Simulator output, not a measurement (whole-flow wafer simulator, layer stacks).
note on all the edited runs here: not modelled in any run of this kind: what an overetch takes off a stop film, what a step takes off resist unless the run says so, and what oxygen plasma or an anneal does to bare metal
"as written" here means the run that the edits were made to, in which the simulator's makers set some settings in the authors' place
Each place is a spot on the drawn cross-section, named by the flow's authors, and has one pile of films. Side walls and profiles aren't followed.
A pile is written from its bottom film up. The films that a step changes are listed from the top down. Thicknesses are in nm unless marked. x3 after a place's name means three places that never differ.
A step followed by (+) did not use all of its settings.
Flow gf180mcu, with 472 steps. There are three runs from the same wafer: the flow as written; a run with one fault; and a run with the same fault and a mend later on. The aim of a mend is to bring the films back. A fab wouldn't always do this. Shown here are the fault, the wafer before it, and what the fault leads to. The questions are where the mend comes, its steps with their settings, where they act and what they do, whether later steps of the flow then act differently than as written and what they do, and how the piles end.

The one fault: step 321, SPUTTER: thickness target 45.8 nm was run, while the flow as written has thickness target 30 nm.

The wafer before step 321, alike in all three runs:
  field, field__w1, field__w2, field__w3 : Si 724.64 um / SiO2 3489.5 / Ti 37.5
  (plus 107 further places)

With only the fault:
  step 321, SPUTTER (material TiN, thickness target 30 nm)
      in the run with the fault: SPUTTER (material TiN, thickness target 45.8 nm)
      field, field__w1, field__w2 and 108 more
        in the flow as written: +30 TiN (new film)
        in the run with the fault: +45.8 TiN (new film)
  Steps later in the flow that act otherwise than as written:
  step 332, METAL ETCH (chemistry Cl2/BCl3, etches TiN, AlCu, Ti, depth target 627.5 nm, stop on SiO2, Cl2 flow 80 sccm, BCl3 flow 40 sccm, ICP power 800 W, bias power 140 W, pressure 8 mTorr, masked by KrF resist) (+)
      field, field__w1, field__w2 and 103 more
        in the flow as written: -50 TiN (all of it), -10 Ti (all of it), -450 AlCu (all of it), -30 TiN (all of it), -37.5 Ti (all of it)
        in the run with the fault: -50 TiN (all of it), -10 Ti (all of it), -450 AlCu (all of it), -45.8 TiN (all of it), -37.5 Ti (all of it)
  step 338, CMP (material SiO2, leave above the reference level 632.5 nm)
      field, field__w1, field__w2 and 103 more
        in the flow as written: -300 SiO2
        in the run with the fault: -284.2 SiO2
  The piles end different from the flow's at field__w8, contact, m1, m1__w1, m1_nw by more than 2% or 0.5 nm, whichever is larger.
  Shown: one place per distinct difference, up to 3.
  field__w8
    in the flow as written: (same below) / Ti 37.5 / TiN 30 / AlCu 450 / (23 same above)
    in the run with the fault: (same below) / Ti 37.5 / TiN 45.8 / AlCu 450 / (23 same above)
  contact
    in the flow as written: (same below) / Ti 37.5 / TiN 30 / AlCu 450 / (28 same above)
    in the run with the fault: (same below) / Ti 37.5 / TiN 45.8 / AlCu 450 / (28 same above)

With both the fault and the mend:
  The mend follows step 331.
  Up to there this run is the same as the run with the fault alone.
  step 332, METAL ETCH (chemistry Cl2/BCl3, etches TiN, AlCu, Ti, depth target 643.3 nm, stop on SiO2, Cl2 flow 80 sccm, BCl3 flow 40 sccm, ICP power 800 W, bias power 140 W, pressure 8 mTorr, masked by KrF resist) (+) (the flow's step 332, as written with depth target 627.5 nm)
      field, field__w1, field__w2 and 103 more
        -50 TiN (all of it), -10 Ti (all of it), -450 AlCu (all of it), -45.8 TiN (all of it), -37.5 Ti (all of it)
      field__w8, contact, m1, m1__w1, m1_nw
        -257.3 KrF resist
  Steps later in the flow that act otherwise than as written (1 other step is not shown; it differs only slightly, by no more than 2% or 0.5 nm, whichever is larger):
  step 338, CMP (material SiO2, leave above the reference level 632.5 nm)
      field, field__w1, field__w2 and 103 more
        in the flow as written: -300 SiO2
        in the run with the mend: -284.2 SiO2
  The piles end different from the flow's at field__w8, contact, m1, m1__w1, m1_nw by more than 2% or 0.5 nm, whichever is larger.
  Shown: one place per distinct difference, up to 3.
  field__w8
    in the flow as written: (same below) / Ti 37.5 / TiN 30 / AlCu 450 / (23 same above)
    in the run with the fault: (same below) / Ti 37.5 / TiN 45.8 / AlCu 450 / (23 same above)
    in the run with the mend: (same below) / Ti 37.5 / TiN 45.8 / AlCu 450 / (23 same above)
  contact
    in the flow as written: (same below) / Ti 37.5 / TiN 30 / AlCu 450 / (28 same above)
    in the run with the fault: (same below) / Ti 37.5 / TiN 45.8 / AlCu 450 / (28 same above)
    in the run with the mend: (same below) / Ti 37.5 / TiN 45.8 / AlCu 450 / (28 same above)
